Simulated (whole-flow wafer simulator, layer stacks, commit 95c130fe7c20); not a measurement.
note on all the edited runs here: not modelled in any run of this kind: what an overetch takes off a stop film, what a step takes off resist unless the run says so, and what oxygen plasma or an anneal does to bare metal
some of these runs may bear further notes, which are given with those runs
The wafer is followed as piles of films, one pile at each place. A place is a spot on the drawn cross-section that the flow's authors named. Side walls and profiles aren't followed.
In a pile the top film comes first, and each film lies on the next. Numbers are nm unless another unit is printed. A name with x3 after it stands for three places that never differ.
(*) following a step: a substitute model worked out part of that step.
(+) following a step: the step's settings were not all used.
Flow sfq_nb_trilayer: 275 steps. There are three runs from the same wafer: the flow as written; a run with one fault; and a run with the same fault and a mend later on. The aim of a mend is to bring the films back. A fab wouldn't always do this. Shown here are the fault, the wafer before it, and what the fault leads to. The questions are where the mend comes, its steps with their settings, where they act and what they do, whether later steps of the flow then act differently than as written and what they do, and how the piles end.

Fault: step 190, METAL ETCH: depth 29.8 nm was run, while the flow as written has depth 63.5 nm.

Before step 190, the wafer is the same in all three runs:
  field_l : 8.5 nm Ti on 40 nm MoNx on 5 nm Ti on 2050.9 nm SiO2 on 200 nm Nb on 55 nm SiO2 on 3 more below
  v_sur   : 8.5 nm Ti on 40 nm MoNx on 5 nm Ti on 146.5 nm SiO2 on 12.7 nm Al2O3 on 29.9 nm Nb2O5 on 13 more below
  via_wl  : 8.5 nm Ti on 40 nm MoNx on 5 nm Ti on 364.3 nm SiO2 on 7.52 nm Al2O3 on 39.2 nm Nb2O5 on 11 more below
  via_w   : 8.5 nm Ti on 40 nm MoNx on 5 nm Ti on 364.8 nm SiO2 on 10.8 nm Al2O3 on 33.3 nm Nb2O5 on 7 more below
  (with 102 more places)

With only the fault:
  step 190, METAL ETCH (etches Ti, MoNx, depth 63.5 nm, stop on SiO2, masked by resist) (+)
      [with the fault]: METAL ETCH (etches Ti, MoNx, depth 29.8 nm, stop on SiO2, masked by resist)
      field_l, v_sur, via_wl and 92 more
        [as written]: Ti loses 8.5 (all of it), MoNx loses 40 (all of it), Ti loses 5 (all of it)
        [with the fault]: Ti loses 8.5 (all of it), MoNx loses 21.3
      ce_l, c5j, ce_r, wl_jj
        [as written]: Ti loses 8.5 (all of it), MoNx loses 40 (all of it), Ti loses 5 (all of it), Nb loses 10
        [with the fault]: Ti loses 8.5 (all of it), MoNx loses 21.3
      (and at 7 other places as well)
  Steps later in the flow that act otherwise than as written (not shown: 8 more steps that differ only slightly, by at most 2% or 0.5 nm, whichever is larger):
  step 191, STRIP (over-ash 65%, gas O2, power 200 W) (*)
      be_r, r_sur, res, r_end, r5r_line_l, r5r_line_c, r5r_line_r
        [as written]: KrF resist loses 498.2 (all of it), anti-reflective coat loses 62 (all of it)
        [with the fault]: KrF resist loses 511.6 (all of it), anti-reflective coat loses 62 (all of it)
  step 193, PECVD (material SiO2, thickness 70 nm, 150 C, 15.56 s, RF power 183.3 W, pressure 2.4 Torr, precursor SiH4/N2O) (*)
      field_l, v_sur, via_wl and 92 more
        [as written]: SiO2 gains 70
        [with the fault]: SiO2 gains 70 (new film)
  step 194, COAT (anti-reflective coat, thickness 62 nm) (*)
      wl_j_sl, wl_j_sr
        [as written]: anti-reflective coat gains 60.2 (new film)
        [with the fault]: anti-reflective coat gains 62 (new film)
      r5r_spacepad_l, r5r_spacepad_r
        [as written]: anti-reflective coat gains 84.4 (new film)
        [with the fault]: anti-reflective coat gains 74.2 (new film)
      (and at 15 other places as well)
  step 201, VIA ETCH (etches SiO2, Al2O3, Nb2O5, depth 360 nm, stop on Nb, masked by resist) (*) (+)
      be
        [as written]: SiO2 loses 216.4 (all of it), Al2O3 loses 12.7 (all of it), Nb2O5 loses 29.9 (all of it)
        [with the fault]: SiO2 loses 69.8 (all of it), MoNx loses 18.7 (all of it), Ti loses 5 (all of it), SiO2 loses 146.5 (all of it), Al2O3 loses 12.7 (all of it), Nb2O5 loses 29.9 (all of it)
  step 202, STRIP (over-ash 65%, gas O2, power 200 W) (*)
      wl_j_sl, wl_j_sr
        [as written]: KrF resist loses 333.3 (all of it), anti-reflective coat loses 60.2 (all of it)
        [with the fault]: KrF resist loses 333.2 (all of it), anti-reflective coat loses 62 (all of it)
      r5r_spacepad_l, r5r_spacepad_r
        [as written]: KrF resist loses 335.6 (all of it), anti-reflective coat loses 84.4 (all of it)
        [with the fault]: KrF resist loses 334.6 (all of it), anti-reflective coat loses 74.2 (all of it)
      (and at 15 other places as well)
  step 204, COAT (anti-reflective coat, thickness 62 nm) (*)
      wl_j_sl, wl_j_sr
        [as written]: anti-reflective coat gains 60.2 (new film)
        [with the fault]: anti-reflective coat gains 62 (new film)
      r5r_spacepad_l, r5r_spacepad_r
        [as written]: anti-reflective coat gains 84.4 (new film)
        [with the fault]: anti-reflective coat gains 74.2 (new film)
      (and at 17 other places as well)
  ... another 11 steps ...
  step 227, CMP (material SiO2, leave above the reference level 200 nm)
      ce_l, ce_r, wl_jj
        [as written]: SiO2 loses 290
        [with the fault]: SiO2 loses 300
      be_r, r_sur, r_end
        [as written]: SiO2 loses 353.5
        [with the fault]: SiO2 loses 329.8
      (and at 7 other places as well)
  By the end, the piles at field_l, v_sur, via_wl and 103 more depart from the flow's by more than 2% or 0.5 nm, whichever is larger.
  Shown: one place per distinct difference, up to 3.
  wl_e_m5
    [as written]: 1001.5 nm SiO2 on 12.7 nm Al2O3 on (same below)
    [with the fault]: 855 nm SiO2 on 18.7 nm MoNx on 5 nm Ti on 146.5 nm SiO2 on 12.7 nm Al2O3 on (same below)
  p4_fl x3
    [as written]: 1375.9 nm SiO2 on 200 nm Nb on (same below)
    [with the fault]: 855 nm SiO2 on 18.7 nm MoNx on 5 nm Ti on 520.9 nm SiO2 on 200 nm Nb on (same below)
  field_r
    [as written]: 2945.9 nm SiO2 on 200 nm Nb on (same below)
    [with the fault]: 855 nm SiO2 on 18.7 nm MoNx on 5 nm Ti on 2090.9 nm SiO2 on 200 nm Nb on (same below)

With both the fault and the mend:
  The mend stands after step 190.
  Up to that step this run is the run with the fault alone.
  step 190a, METAL ETCH (etches Ti, MoNx, depth 33.7 nm, stop on SiO2, masked by resist) (+) (the flow's step 190, run once more with other settings)
      field_l, v_sur, via_wl and 92 more
        MoNx loses 18.7 (all of it), Ti loses 5 (all of it)
      be_r, r_sur, res, r_end, r5r_line_l, r5r_line_c, r5r_line_r
        KrF resist loses 13.5
      ce_l, c5j, ce_r, wl_jj
        MoNx loses 18.7 (all of it), Ti loses 5 (all of it), Nb loses 10
  None of the later steps of the flow acts differently than as written at any place that is followed.
  The piles end the same as the flow's at every place that both follow.
